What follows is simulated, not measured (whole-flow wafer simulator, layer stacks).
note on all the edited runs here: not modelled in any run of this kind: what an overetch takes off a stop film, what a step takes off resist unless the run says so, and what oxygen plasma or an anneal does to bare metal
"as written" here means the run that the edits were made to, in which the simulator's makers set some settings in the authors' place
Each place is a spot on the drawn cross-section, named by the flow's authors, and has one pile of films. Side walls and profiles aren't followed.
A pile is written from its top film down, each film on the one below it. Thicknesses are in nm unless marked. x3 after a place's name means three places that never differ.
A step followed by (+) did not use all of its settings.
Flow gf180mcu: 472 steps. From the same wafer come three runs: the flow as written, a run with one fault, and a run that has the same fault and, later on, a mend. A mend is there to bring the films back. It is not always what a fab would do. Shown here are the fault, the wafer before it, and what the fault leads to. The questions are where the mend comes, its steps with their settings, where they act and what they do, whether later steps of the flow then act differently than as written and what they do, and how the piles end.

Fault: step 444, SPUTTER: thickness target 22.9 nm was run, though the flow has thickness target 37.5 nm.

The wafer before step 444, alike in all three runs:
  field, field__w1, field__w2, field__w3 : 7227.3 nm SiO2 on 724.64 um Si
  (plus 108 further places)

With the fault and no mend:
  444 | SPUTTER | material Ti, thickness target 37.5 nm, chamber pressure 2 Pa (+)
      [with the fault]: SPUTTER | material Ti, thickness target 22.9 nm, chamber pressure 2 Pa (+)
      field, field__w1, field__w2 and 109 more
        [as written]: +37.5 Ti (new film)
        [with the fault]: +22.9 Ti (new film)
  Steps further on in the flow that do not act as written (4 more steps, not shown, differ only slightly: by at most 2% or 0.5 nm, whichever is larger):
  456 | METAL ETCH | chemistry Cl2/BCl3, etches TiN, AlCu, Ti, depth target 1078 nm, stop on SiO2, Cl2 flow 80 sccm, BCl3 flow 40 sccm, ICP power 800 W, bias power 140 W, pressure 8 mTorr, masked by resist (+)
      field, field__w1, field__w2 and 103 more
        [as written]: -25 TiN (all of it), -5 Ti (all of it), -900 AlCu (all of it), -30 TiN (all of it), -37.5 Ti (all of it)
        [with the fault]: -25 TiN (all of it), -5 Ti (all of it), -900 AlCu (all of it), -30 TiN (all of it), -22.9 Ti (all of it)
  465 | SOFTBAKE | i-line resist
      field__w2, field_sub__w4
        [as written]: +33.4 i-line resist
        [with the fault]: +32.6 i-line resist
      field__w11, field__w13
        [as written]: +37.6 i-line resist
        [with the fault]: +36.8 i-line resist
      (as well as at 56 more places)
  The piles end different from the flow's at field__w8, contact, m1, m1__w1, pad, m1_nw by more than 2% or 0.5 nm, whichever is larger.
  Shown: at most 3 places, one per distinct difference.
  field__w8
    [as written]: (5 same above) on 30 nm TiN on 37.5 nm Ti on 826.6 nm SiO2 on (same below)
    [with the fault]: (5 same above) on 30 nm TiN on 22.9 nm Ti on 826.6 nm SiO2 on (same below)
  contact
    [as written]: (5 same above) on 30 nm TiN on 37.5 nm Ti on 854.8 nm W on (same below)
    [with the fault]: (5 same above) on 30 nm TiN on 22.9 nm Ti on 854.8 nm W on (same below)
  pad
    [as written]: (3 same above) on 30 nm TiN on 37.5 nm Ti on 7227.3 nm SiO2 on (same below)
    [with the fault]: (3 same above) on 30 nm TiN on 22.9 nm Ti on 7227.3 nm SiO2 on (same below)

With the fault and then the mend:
  After step 444 comes the mend.
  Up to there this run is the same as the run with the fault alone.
  444a | SPUTTER | material Ti, thickness target 14.6 nm, chamber pressure 2 Pa (+) (the flow's step 444 again, with other settings)
      field, field__w1, field__w2 and 109 more
        +14.6 Ti
  Every later step of the flow that is run acts as written at every place that is followed.
  The piles end the same as the flow's at every place that both follow.
